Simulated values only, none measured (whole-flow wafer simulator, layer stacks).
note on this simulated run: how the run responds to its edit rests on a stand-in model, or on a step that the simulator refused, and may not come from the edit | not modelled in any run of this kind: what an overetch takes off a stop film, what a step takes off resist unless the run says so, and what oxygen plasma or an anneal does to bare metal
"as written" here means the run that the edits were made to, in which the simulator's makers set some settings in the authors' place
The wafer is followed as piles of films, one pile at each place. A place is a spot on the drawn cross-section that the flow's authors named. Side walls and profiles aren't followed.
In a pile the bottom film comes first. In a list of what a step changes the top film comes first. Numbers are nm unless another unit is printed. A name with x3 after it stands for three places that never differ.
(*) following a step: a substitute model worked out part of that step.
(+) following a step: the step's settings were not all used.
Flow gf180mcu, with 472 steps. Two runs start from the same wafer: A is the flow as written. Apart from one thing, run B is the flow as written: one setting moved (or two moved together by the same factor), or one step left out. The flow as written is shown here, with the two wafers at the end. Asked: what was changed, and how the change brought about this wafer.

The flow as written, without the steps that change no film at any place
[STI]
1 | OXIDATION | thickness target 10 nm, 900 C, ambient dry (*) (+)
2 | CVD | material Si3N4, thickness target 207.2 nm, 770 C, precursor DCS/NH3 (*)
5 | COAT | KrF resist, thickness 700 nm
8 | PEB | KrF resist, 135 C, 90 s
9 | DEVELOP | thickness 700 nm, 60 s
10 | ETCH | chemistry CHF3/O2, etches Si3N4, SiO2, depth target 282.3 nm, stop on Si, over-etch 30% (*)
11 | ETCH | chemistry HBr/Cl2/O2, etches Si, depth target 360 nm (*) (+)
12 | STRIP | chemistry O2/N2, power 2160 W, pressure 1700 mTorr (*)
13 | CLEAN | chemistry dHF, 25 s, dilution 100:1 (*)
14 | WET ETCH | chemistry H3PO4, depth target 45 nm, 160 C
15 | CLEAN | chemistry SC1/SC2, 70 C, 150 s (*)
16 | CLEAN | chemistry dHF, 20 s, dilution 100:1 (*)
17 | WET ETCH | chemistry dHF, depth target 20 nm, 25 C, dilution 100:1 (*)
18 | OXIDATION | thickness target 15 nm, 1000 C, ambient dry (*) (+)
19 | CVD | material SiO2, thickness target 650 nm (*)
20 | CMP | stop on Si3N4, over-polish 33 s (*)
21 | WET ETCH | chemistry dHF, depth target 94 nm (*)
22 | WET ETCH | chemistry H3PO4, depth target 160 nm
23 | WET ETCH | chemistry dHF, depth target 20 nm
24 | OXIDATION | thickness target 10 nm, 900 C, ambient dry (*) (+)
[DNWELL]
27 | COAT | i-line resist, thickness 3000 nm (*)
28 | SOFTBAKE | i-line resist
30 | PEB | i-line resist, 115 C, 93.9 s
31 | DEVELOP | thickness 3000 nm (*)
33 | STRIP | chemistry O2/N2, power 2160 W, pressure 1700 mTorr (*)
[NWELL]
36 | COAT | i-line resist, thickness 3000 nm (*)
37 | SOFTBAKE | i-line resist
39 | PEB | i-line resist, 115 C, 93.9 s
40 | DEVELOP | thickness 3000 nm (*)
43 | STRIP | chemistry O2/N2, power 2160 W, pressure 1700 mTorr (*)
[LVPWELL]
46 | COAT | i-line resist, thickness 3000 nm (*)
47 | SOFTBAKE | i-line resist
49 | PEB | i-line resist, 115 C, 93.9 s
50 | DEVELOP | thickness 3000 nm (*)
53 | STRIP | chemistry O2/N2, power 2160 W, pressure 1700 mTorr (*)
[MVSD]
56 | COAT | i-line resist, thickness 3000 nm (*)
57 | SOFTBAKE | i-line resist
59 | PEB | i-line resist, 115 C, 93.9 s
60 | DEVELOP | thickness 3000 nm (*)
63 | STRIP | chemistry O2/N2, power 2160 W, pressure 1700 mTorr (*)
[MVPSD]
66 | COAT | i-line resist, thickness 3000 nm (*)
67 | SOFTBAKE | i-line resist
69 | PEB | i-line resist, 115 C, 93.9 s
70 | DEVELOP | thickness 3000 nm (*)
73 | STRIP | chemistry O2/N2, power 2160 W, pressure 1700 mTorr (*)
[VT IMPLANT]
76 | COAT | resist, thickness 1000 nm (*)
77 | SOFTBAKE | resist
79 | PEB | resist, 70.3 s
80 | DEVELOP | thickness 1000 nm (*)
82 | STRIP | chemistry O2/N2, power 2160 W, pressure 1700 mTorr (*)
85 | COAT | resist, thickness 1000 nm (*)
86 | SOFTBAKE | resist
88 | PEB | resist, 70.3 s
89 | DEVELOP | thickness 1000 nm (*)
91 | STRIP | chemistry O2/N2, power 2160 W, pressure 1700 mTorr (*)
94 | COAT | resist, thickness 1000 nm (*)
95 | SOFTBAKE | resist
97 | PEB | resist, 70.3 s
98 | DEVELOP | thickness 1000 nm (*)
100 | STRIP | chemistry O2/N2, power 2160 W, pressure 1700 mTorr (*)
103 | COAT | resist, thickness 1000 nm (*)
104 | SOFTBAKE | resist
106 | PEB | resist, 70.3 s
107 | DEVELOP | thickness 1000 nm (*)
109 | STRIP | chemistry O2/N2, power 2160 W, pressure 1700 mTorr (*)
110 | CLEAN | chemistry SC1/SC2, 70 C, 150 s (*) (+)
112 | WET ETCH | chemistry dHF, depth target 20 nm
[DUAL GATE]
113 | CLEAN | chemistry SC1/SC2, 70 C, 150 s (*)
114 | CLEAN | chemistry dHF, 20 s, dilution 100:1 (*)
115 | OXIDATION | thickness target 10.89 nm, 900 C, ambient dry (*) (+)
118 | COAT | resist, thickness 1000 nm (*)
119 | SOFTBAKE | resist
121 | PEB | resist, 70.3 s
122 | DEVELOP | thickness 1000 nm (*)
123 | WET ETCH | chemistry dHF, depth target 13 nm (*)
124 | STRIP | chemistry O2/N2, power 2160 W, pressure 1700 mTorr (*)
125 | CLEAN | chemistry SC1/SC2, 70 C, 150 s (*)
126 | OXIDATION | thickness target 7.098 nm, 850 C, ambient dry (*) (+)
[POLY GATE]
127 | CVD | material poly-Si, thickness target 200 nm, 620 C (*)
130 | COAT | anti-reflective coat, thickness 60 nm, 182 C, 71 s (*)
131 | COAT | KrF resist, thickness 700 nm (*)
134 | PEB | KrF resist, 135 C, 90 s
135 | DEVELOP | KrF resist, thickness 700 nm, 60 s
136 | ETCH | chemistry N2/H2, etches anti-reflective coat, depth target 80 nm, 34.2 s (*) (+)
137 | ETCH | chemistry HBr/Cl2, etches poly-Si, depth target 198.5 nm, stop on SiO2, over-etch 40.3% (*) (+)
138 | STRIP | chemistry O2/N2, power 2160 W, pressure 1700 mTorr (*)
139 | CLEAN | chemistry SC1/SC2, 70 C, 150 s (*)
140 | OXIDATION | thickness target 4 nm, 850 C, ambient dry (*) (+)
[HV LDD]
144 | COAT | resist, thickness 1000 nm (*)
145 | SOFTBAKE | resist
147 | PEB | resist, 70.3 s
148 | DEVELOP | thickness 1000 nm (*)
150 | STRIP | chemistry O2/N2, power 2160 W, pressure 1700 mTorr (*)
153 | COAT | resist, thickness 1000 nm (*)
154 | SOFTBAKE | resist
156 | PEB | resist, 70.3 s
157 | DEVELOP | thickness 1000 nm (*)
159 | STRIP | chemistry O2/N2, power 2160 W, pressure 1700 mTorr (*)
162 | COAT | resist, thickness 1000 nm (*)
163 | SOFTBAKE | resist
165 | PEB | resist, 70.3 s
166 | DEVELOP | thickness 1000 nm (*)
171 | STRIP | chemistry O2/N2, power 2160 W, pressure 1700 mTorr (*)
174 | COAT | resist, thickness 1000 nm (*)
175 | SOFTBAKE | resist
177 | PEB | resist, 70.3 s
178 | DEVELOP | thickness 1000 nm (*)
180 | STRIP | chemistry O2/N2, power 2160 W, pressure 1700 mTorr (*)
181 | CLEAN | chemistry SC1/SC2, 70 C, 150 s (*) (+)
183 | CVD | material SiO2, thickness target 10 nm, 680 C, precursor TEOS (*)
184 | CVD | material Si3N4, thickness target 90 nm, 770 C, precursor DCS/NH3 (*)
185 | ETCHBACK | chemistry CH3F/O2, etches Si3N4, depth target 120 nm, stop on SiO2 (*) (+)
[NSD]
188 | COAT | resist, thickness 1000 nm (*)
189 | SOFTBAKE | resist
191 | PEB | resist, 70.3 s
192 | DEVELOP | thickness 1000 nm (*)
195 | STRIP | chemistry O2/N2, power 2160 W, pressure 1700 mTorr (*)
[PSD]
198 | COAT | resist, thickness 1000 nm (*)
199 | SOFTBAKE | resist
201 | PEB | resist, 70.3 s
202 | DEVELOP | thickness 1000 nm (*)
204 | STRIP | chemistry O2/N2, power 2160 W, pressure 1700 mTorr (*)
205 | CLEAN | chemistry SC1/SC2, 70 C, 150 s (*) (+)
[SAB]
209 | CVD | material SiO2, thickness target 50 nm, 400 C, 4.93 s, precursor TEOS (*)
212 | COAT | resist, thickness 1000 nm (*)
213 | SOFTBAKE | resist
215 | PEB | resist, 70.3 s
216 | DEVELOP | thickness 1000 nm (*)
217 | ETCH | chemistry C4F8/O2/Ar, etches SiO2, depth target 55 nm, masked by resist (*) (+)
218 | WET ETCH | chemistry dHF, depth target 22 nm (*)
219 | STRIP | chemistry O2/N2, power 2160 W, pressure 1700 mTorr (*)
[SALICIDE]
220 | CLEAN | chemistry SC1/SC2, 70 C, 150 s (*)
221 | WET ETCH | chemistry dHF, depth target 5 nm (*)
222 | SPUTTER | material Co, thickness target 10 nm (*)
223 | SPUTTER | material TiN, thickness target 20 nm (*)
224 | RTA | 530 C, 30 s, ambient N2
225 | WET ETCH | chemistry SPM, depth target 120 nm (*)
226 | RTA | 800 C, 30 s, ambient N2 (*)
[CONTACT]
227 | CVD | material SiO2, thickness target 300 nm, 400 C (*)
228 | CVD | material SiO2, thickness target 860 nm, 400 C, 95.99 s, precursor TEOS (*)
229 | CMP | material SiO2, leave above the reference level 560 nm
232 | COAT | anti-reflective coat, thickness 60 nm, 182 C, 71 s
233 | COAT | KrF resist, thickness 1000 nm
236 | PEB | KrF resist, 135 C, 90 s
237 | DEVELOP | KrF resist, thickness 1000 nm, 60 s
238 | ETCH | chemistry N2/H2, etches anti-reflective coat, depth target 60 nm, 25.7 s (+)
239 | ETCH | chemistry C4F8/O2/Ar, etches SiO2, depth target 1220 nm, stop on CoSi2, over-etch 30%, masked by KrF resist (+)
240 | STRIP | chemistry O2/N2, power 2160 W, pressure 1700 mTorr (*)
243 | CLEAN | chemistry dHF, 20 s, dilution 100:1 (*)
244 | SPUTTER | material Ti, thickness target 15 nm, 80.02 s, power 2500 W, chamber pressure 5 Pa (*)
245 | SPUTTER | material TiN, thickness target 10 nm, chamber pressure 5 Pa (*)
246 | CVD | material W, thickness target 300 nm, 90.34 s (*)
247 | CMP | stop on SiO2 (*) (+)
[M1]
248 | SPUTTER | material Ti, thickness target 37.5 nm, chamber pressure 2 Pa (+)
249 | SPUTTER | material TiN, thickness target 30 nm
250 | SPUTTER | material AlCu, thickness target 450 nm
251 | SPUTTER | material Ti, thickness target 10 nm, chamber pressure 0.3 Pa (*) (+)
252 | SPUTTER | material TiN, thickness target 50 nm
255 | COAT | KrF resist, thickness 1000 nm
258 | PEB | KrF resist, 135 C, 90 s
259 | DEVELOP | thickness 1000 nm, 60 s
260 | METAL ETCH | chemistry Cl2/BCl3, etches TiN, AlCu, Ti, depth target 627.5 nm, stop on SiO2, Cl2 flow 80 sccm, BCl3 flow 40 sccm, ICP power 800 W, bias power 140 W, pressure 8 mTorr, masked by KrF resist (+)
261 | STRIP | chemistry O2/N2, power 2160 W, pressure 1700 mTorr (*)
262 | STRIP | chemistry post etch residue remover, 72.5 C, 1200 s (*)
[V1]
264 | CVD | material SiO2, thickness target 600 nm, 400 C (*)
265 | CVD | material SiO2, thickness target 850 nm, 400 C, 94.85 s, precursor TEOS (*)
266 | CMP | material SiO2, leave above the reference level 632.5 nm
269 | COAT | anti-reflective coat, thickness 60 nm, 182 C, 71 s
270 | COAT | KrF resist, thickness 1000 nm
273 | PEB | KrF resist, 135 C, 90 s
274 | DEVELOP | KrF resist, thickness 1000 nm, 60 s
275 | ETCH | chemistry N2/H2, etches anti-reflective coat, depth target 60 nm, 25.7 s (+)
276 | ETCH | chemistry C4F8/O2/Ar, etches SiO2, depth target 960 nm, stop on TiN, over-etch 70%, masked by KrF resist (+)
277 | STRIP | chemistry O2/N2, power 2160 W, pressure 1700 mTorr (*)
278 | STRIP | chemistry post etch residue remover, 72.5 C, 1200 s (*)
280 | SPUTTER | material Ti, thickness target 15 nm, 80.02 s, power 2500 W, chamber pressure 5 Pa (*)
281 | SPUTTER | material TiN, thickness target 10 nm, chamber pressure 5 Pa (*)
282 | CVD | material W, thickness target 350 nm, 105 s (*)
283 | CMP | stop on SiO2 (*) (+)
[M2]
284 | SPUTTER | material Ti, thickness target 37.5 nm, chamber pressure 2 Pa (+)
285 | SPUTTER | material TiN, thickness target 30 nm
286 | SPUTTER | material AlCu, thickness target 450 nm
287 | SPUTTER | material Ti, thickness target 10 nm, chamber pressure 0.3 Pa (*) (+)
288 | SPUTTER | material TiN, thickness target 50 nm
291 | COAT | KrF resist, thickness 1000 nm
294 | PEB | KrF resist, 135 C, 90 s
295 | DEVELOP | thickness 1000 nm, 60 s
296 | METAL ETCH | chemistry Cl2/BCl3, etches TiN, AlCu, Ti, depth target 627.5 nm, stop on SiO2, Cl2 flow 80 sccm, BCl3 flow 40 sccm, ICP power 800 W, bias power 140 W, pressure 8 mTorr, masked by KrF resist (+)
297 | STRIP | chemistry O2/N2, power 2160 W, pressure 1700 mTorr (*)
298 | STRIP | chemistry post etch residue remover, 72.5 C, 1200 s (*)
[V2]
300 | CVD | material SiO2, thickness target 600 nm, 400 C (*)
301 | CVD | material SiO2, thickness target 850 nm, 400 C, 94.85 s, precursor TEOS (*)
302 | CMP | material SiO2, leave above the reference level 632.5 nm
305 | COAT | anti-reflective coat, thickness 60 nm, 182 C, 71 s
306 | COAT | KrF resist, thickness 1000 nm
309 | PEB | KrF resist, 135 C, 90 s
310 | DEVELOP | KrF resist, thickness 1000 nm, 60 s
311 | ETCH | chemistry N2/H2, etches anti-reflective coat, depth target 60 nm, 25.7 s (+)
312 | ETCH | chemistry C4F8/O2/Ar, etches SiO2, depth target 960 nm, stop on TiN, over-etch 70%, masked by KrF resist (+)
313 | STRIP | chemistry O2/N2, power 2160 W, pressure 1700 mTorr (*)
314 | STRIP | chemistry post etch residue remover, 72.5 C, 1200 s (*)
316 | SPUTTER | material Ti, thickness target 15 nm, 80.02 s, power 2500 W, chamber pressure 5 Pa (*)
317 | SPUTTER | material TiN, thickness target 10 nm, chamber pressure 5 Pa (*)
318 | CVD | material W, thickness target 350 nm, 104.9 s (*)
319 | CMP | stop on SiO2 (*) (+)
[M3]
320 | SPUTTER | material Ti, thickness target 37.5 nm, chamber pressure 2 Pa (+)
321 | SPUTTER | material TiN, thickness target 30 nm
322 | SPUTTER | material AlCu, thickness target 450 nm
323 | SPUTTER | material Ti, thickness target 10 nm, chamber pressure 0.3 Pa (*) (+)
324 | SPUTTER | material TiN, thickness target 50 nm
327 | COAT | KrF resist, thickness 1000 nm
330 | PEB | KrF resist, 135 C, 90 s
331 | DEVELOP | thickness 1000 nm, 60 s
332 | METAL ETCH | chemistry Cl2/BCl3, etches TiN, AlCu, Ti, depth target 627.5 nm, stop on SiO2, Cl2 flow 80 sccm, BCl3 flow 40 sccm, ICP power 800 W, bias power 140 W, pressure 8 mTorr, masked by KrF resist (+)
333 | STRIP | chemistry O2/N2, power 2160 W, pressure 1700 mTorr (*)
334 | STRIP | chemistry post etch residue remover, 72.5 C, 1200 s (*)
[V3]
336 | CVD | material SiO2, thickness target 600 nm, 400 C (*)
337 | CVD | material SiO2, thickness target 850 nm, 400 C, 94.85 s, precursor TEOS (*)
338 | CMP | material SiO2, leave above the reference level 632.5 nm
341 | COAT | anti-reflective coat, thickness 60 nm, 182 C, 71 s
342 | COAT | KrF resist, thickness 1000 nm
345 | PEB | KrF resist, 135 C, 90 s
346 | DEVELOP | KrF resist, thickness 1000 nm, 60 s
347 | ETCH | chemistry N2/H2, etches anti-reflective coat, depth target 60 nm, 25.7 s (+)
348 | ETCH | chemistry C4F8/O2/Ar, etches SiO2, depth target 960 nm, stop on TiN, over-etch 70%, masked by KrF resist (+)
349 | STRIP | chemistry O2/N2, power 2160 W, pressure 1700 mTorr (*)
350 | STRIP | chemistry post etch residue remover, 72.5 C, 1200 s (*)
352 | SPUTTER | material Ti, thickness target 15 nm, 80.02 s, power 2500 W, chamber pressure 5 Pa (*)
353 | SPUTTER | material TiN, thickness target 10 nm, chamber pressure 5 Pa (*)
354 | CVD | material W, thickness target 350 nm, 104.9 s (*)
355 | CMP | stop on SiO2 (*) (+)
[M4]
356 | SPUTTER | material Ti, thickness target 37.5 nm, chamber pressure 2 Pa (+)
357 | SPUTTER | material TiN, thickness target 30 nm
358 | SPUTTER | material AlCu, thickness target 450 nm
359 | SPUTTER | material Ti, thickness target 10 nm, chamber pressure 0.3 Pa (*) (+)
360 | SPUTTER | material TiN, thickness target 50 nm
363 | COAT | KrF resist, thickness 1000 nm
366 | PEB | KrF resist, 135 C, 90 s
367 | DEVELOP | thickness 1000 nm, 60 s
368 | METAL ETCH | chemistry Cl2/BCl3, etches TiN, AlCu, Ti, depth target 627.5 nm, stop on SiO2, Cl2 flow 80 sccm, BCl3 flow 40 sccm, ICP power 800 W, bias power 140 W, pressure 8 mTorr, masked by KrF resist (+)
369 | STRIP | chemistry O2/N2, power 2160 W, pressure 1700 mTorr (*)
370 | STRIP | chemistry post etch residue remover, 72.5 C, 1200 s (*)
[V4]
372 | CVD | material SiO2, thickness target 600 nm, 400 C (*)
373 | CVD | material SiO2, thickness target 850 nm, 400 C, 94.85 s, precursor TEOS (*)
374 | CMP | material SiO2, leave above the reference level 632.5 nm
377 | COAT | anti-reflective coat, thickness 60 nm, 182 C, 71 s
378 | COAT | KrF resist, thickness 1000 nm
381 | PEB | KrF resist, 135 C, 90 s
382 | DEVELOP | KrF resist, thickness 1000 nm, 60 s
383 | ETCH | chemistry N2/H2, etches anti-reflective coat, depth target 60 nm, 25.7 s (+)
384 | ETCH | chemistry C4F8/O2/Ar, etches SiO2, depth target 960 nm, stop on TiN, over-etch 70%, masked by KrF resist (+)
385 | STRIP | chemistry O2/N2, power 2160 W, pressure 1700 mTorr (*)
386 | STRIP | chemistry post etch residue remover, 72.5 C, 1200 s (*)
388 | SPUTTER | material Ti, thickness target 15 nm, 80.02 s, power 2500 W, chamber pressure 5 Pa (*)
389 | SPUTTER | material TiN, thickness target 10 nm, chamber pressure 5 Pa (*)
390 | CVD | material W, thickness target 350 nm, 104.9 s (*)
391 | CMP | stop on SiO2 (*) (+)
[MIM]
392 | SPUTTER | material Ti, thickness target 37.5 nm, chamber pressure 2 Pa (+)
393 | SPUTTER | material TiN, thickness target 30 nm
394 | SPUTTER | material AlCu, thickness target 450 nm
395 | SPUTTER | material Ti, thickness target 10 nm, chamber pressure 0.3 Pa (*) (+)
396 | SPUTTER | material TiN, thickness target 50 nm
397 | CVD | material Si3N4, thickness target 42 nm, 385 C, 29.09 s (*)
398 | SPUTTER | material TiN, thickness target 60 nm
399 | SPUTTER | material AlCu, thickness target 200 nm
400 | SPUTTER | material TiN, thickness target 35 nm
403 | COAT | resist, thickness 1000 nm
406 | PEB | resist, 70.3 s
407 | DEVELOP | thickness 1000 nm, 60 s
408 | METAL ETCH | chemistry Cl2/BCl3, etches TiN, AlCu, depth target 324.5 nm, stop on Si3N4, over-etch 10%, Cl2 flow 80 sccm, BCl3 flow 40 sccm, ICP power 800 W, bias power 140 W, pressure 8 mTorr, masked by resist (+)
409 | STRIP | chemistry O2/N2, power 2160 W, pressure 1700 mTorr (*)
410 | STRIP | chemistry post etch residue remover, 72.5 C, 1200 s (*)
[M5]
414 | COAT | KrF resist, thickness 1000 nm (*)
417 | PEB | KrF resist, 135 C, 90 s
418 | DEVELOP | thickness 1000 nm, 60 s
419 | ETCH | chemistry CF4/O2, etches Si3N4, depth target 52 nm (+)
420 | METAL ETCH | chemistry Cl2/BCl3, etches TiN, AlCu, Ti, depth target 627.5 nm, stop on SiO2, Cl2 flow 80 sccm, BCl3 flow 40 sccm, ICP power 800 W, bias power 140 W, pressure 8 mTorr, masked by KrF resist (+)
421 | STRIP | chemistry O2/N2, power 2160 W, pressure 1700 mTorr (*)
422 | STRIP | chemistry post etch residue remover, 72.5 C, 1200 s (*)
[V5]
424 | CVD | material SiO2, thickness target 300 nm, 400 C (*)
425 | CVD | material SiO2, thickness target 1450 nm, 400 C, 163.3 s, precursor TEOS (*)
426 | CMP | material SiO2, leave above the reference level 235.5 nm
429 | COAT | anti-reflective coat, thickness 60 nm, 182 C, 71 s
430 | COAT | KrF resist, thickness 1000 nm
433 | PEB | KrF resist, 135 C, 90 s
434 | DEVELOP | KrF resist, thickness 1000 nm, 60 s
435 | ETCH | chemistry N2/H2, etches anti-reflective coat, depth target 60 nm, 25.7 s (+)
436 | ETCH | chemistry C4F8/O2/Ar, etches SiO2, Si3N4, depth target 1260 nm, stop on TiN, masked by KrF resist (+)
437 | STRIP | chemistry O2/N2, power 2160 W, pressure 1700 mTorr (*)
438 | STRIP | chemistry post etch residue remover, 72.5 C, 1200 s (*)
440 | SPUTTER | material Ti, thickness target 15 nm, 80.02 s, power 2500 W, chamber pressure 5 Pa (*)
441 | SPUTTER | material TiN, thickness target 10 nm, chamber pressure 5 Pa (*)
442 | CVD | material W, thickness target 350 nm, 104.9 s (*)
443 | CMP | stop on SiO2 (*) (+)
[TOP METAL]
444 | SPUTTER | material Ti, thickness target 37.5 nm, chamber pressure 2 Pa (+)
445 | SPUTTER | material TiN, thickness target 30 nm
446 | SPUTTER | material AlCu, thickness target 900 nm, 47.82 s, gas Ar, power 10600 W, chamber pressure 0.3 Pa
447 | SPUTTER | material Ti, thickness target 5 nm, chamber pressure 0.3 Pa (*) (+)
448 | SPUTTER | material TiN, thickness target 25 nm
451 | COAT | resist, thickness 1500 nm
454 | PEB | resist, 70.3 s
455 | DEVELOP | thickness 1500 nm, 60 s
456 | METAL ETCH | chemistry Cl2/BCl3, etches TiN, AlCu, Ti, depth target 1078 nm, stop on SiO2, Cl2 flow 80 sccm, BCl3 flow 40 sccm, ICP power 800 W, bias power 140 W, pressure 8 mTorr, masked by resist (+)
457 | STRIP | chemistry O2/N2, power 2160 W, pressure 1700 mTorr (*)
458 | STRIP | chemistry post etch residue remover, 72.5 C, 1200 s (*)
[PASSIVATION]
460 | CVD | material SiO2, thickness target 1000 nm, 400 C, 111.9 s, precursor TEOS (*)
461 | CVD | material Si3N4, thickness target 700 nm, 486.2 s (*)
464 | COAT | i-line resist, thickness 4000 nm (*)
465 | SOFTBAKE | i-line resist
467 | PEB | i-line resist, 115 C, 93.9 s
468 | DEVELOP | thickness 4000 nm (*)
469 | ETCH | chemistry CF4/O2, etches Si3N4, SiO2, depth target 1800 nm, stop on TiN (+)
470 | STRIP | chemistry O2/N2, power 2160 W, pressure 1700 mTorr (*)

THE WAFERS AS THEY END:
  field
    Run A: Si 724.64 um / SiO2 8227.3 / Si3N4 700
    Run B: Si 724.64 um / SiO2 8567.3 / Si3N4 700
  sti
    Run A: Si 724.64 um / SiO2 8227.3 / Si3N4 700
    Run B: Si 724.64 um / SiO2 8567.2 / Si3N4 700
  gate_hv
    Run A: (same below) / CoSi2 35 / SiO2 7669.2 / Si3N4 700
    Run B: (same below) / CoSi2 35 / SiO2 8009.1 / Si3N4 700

What caused this: step 266, CMP: leave above the reference level 974.1 nm was run, while the flow as written has leave above the reference level 632.5 nm.

How this came from the change, step by step:
  266 | CMP | material SiO2, leave above the reference level 632.5 nm
      field, field__w1, field__w2 and 99 more: A -300 SiO2 | B nothing
      field__w8, contact, m1 and 6 more: A -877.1 SiO2 | B -535.5 SiO2
  269 | COAT | anti-reflective coat, thickness 60 nm, 182 C, 71 s
      field: A +60 anti-reflective coat (new film) | B +76.6 anti-reflective coat (new film)
      field__w8: A +60 anti-reflective coat (new film) | B +36.6 anti-reflective coat (new film)
      (as well as at 13 more places)
  275 | ETCH | chemistry N2/H2, etches anti-reflective coat, depth target 60 nm, 25.7 s (+)
      contact: A -60 anti-reflective coat (all of it), -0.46 SiO2 | B -38.1 anti-reflective coat (all of it), -1.02 SiO2
  276 | ETCH | chemistry C4F8/O2/Ar, etches SiO2, depth target 960 nm, stop on TiN, over-etch 70%, masked by KrF resist (+)
      contact: A -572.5 SiO2 (all of it) | B -913.5 SiO2 (all of it)
  277 | STRIP | chemistry O2/N2, power 2160 W, pressure 1700 mTorr (*)
      field: A -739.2 KrF resist (all of it), -60 anti-reflective coat (all of it) | B -731 KrF resist (all of it), -76.6 anti-reflective coat (all of it)
      field__w8: A -739.2 KrF resist (all of it), -60 anti-reflective coat (all of it) | B -735.1 KrF resist (all of it), -36.6 anti-reflective coat (all of it)
      (as well as at 12 more places)
  280 | SPUTTER | material Ti, thickness target 15 nm, 80.02 s, power 2500 W, chamber pressure 5 Pa (*)
      contact: A +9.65 Ti (new film) | B +8.11 Ti (new film)
  281 | SPUTTER | material TiN, thickness target 10 nm, chamber pressure 5 Pa (*)
      contact: A +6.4 TiN (new film) | B +5.38 TiN (new film)
  282 | CVD | material W, thickness target 350 nm, 105 s (*)
      contact: A +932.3 W (new film) | B +1234.8 W (new film)
  283 | CMP | stop on SiO2 (*) (+)
      m1, m1__w1, polyc_n, polyc_n_rim, polyc_p, polyc_p_rim, m1_nw: A -350 W (all of it), -10 TiN (all of it), -15 Ti (all of it), -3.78 SiO2 | B -350 W (all of it), -10 TiN (all of it), -15 Ti (all of it), -5.4 SiO2
      field__w8: A -350 W (all of it), -10 TiN (all of it), -15 Ti (all of it), -3.78 SiO2 | B -350 W (all of it), -10 TiN (all of it), -15 Ti (all of it), -5.41 SiO2
  291 | COAT | KrF resist, thickness 1000 nm
      field__w8: A +1000 KrF resist (new film) | B +967.1 KrF resist (new film)
      m1: A +1000 KrF resist (new film) | B +966.6 KrF resist (new film)
      (as well as at 6 more places)
  295 | DEVELOP | thickness 1000 nm, 60 s
      polyc_n: A -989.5 KrF resist (all of it) | B -958.4 KrF resist (all of it)
      polyc_n_rim: A -989.5 KrF resist (all of it) | B -957.7 KrF resist (all of it)
      (as well as at 2 more places)
  297 | STRIP | chemistry O2/N2, power 2160 W, pressure 1700 mTorr (*)
      field__w8: A -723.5 KrF resist (all of it) | B -691 KrF resist (all of it)
      m1: A -723.5 KrF resist (all of it) | B -690.4 KrF resist (all of it)
      (as well as at 2 more places)
  302 | CMP | material SiO2, leave above the reference level 632.5 nm
      field, field__w1, field__w2 and 99 more: A -300 SiO2 | B -260 SiO2
      contact: A -877.1 SiO2 | B -837.1 SiO2
  312 | ETCH | chemistry C4F8/O2/Ar, etches SiO2, depth target 960 nm, stop on TiN, over-etch 70%, masked by KrF resist (+)
      contact: A -572.5 SiO2 (all of it) | B -612.5 SiO2 (all of it)
  318 | CVD | material W, thickness target 350 nm, 104.9 s (*)
      contact: A +932.3 W (new film) | B +972.4 W (new film)
